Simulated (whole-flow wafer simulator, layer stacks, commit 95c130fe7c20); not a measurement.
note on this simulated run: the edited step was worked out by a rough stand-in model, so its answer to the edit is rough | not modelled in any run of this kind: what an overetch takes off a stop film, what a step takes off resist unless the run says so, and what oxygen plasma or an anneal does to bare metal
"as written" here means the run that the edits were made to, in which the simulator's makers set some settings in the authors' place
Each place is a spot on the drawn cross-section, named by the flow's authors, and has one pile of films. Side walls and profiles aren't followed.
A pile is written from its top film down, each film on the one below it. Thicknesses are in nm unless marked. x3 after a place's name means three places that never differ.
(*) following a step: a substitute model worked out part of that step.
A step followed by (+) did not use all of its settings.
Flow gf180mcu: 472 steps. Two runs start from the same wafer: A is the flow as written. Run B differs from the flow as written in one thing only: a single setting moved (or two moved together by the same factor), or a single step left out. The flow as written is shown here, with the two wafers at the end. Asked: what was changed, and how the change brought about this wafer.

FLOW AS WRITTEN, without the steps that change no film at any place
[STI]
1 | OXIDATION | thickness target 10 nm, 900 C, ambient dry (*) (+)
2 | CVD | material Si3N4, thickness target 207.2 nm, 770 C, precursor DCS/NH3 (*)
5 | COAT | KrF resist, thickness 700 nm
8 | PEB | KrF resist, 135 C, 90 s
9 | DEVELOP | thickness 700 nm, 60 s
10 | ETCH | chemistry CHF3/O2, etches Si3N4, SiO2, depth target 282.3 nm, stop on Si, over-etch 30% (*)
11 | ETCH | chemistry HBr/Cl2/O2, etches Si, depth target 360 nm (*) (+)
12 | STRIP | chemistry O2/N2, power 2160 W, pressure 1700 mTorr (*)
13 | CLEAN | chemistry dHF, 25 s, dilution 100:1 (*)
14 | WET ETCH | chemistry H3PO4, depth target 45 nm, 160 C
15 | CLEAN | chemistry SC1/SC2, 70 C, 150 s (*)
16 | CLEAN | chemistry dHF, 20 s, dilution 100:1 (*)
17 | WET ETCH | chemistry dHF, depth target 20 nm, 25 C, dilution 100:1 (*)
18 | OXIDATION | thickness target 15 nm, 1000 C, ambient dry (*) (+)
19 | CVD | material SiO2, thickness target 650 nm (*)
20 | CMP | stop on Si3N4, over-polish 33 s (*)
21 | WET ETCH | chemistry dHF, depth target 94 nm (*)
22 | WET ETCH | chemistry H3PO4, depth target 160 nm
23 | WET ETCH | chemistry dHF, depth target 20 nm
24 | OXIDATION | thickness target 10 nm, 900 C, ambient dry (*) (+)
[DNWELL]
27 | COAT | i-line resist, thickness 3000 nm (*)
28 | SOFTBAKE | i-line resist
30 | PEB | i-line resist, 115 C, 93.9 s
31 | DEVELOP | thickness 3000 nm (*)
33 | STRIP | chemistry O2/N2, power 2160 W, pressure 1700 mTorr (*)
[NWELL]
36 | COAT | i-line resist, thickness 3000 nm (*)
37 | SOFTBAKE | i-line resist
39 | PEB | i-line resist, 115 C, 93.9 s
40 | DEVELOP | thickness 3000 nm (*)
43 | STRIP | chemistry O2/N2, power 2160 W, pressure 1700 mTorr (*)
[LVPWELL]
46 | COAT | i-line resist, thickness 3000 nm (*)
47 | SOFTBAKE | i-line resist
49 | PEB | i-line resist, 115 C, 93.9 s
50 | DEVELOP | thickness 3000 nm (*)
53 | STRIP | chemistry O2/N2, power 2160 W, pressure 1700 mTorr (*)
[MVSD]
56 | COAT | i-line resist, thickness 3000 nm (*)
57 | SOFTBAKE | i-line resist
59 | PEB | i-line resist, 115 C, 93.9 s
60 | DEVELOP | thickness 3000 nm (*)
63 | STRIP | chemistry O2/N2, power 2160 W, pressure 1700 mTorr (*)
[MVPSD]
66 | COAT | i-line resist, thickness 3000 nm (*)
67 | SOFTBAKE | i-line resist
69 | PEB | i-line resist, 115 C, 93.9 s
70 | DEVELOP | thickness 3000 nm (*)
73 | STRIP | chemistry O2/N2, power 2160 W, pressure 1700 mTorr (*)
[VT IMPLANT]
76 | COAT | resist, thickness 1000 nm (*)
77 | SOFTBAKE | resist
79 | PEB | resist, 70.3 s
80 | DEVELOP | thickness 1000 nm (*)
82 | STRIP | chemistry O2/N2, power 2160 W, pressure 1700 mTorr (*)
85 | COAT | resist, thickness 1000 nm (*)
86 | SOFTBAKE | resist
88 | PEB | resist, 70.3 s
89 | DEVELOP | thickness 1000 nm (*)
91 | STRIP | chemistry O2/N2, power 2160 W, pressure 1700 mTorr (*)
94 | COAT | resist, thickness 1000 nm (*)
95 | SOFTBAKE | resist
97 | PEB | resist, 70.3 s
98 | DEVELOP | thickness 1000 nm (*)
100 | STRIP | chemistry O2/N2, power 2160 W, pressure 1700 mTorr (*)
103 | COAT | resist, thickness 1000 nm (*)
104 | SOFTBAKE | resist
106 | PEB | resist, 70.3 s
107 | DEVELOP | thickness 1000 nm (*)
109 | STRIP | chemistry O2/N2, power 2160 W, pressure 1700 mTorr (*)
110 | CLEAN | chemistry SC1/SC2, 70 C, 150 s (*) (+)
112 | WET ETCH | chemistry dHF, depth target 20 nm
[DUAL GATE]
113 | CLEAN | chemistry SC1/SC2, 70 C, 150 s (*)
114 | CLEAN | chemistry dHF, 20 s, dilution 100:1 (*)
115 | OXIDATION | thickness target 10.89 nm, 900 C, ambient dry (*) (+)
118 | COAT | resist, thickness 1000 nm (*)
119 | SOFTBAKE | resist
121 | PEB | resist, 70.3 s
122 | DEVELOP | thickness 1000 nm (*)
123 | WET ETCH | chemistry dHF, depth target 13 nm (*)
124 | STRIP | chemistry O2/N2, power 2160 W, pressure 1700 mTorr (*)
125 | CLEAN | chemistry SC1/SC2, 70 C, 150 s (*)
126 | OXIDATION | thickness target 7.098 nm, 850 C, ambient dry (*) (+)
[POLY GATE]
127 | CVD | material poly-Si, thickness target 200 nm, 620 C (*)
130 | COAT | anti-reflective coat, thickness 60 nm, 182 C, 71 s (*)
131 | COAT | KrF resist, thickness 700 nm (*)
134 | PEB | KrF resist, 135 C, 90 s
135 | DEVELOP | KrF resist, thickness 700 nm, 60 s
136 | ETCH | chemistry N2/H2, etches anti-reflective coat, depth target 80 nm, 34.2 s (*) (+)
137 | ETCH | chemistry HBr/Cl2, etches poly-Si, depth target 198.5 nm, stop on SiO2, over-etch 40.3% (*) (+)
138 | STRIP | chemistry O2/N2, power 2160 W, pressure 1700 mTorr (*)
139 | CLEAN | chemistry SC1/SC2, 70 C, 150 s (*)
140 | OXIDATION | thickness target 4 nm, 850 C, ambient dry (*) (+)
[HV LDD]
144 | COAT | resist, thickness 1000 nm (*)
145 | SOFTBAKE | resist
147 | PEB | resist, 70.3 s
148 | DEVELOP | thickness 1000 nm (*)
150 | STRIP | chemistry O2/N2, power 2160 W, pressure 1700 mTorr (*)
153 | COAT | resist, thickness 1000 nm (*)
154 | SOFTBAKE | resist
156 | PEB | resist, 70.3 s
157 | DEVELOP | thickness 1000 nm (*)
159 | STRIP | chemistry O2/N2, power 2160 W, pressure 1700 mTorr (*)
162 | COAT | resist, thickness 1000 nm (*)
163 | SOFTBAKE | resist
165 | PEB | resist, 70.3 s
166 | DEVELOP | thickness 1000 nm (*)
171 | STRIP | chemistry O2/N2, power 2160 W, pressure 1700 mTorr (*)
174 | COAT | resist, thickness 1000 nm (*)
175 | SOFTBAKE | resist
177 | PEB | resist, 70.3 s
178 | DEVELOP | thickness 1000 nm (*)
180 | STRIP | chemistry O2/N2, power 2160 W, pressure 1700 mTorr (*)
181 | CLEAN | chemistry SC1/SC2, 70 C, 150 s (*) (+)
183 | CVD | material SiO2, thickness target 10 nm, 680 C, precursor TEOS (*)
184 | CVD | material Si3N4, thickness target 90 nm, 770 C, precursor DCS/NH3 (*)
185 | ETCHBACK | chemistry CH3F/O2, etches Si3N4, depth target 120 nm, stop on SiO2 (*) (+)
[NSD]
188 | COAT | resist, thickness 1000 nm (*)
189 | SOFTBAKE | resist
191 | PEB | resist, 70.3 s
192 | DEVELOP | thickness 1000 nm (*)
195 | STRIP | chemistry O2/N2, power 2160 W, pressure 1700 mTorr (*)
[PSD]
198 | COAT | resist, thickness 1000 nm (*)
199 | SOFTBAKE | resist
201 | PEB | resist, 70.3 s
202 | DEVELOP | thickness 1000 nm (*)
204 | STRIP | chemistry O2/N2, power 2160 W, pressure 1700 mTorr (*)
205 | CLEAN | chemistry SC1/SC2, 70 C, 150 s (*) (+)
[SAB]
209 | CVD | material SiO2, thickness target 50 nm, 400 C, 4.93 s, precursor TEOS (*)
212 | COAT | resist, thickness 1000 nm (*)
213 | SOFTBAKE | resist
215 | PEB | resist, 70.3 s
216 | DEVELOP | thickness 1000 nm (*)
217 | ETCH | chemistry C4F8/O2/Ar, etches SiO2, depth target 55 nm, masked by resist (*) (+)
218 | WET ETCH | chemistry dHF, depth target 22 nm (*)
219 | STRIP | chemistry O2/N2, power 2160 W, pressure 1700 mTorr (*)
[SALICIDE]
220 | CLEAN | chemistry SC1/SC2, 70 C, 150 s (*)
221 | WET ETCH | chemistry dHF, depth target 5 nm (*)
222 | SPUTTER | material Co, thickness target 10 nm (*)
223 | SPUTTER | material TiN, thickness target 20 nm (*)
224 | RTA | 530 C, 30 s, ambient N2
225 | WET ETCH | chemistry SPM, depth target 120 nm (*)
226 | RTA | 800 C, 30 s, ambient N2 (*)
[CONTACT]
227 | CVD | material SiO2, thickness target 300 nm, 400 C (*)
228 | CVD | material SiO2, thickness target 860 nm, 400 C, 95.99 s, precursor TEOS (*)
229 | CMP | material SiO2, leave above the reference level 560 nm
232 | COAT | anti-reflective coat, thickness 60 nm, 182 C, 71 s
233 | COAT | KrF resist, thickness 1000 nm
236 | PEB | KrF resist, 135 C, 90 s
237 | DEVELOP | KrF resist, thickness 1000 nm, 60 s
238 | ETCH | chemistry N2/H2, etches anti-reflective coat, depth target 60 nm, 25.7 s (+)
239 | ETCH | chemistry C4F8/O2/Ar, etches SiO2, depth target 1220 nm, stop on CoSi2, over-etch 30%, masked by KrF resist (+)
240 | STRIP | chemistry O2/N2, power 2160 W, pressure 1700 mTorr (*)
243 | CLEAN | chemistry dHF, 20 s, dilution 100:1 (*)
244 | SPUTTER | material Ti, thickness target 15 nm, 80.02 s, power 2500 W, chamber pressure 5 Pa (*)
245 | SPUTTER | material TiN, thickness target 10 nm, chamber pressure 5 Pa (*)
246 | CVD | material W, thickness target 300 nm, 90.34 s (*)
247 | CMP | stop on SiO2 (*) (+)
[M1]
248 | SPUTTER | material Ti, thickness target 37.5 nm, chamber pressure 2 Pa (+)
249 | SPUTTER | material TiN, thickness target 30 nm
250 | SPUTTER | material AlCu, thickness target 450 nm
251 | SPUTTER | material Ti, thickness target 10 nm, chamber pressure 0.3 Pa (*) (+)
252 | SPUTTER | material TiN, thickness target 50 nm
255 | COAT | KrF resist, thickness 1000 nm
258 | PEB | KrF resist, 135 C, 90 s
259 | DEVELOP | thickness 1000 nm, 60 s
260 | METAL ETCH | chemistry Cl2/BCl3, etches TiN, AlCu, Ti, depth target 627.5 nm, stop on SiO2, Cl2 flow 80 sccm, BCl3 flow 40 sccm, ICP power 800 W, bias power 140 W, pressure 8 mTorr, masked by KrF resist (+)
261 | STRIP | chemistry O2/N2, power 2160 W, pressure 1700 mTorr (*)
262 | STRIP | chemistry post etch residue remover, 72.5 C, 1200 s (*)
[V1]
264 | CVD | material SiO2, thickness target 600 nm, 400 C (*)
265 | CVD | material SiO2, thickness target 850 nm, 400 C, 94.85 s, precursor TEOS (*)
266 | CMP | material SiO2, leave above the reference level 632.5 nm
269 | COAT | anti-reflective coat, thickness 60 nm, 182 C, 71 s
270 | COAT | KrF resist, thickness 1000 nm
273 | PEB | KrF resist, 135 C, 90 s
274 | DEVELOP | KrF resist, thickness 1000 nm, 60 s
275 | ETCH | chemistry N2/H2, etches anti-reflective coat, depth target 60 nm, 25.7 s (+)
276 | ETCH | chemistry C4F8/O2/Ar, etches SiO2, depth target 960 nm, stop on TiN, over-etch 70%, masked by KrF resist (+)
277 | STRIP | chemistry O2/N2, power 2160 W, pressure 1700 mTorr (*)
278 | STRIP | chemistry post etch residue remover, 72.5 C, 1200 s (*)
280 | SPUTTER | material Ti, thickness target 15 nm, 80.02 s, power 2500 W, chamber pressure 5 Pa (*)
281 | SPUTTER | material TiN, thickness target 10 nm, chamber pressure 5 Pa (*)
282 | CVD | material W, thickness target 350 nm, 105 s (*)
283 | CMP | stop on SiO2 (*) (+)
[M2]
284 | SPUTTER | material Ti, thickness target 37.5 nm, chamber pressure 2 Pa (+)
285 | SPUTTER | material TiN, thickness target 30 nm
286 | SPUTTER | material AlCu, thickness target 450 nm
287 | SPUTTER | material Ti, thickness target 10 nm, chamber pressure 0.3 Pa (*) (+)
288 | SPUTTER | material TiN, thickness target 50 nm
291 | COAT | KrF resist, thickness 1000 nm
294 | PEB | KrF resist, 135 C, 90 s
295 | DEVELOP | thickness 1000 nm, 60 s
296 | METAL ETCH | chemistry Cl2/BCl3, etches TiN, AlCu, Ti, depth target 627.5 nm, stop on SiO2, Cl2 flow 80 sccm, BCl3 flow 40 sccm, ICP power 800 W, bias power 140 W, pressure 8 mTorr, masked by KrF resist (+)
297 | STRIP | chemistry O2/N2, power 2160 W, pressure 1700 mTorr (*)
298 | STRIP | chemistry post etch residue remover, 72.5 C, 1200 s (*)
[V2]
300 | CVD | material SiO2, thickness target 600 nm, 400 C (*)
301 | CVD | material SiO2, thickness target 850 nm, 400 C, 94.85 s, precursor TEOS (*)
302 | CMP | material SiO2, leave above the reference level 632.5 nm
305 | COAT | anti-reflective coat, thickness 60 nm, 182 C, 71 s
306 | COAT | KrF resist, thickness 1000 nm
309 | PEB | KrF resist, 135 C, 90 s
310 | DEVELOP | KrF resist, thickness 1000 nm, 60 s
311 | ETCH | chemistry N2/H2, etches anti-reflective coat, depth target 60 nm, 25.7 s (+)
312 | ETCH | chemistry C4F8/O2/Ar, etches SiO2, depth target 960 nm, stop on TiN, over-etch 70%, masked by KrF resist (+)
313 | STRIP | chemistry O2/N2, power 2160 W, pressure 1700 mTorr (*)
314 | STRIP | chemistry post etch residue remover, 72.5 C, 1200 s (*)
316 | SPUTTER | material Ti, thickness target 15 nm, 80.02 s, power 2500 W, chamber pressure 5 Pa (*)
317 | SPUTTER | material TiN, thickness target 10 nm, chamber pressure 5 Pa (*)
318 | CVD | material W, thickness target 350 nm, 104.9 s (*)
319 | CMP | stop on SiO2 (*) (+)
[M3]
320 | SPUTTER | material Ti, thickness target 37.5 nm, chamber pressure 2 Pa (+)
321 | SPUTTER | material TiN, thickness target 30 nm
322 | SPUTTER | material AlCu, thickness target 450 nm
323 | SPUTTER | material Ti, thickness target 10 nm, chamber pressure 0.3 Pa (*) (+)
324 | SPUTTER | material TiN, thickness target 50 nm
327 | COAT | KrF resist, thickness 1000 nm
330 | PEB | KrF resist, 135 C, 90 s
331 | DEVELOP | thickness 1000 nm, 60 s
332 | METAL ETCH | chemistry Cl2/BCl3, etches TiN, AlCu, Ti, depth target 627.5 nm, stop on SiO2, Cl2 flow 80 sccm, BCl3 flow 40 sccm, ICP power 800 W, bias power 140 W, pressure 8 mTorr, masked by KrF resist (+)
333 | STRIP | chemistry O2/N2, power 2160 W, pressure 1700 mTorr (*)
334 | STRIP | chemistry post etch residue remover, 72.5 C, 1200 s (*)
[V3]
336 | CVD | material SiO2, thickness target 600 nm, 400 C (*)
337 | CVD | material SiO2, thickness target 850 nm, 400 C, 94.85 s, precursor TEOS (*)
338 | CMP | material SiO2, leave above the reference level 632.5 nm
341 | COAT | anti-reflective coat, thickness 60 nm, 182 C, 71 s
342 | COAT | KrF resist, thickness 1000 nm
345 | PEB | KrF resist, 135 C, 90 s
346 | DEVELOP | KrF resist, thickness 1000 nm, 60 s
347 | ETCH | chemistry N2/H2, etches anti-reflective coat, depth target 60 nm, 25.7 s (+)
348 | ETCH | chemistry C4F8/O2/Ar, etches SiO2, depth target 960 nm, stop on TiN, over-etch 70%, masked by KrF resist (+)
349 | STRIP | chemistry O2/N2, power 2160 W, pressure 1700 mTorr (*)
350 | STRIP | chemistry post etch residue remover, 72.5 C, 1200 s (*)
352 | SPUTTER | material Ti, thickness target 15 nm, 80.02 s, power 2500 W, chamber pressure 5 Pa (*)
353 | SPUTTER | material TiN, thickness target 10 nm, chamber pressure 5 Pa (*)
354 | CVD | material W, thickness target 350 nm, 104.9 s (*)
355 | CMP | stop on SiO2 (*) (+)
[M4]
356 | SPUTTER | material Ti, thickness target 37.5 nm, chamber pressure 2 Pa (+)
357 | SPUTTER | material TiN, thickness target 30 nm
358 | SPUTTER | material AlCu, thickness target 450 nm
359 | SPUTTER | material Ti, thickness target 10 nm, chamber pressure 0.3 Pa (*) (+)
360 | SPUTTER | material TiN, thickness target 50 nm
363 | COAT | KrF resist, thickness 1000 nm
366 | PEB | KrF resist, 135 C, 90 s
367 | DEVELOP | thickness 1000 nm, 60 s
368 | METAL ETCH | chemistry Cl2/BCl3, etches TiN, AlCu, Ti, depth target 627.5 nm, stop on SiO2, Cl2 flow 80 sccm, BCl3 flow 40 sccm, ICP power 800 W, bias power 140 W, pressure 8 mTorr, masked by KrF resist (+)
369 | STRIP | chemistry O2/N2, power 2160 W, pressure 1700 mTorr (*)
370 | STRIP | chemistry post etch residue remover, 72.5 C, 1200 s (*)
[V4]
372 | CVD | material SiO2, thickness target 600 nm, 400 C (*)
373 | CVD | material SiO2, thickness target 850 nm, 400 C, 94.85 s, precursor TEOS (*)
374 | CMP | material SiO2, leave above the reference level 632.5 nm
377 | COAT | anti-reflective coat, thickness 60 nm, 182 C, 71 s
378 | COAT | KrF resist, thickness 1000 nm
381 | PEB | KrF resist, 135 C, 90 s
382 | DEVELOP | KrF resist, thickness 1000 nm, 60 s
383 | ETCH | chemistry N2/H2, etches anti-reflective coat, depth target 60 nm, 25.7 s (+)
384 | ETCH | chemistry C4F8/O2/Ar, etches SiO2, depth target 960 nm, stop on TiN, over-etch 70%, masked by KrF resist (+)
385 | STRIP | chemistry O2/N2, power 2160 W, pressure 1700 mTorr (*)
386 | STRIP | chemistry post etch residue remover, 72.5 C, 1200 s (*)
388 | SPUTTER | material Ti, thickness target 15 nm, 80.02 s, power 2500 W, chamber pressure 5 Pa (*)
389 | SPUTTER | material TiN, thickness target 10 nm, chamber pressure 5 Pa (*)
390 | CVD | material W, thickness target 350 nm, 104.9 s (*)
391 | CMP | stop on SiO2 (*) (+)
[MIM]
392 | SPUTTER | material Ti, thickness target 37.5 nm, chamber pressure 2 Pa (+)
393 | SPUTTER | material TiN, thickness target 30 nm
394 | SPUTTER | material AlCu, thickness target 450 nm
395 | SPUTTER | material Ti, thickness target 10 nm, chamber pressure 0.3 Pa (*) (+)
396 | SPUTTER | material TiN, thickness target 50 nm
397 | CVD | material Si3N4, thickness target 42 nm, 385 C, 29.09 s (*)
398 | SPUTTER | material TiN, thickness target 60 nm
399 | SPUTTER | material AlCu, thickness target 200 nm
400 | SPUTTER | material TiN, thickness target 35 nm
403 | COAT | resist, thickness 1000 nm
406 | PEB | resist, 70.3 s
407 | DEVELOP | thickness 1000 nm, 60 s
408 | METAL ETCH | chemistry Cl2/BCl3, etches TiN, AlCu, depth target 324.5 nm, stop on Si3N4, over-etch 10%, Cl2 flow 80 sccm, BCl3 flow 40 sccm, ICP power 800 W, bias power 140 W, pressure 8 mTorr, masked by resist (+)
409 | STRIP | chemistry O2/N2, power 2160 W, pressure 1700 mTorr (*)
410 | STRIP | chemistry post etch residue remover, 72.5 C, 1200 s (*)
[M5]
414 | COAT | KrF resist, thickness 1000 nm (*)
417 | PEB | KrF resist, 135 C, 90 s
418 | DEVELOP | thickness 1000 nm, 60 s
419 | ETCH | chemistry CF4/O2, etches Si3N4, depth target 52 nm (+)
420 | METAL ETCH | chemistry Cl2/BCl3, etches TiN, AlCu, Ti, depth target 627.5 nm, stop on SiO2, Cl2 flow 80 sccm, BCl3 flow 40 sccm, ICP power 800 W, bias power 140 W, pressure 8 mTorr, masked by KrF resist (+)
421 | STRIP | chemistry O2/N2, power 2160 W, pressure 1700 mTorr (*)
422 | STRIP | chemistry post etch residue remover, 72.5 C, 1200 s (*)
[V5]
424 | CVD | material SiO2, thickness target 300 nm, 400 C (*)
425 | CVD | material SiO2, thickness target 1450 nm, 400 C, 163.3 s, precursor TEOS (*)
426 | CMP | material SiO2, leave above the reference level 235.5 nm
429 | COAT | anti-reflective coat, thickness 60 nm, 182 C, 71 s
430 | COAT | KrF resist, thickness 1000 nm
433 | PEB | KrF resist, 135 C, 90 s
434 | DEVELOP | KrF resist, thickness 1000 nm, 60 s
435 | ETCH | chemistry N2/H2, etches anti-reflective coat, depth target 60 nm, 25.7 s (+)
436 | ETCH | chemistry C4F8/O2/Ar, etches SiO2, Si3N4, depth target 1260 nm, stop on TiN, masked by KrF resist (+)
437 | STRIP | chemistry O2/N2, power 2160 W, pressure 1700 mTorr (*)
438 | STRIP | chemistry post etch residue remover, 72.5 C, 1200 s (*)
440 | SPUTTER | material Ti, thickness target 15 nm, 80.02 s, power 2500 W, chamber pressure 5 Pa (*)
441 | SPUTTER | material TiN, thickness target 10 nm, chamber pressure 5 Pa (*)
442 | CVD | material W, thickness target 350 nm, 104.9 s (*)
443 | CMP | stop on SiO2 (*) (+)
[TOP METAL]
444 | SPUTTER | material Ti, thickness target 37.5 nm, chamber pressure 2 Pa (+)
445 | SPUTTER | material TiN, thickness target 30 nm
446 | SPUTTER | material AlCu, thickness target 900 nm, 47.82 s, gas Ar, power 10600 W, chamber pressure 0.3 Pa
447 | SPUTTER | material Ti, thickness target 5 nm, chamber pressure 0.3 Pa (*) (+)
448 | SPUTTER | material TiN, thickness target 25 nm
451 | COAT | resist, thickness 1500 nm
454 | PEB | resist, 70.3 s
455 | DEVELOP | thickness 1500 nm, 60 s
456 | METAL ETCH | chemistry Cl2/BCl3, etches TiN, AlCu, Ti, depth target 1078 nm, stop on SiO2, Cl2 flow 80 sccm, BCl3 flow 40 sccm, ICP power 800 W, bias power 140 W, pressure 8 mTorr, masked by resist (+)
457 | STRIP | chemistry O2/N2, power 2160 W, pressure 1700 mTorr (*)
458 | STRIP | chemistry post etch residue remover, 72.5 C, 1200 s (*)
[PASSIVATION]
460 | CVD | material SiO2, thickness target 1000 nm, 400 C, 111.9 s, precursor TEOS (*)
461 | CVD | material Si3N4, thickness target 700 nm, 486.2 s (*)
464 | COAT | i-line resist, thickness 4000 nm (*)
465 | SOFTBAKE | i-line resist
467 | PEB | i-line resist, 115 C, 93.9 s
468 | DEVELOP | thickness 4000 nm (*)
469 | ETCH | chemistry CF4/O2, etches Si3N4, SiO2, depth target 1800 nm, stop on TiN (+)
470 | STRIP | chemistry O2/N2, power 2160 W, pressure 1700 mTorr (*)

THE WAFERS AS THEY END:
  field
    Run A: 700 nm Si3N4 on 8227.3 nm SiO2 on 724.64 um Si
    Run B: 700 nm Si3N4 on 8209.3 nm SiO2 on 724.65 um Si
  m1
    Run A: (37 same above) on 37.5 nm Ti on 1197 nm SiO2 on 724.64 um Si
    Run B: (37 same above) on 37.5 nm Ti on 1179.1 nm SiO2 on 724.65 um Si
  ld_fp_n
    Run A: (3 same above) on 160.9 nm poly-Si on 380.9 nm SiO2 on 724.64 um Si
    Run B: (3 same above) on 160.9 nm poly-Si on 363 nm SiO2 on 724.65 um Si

The reason: step 11, ETCH: depth target 342 nm was run, while the flow as written has depth target 360 nm.

How this came from the change, step by step:
  11 | ETCH | chemistry HBr/Cl2/O2, etches Si, depth target 360 nm (*) (+)
      active, n_well, p_well and 40 more: A KrF resist loses 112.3 | B KrF resist loses 106.3
      field, field_sub, sti and 34 more: A Si loses 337 | B Si loses 319
  20 | CMP | stop on Si3N4, over-polish 33 s (*)
      sti, mim_1p0, pad and 11 more: A SiO2 loses 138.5 | B SiO2 loses 156.5
      nw_enc_fld, nw_enc_fld_lv: A SiO2 loses 142.5 | B SiO2 loses 160.5
      (as well as at 10 more places)
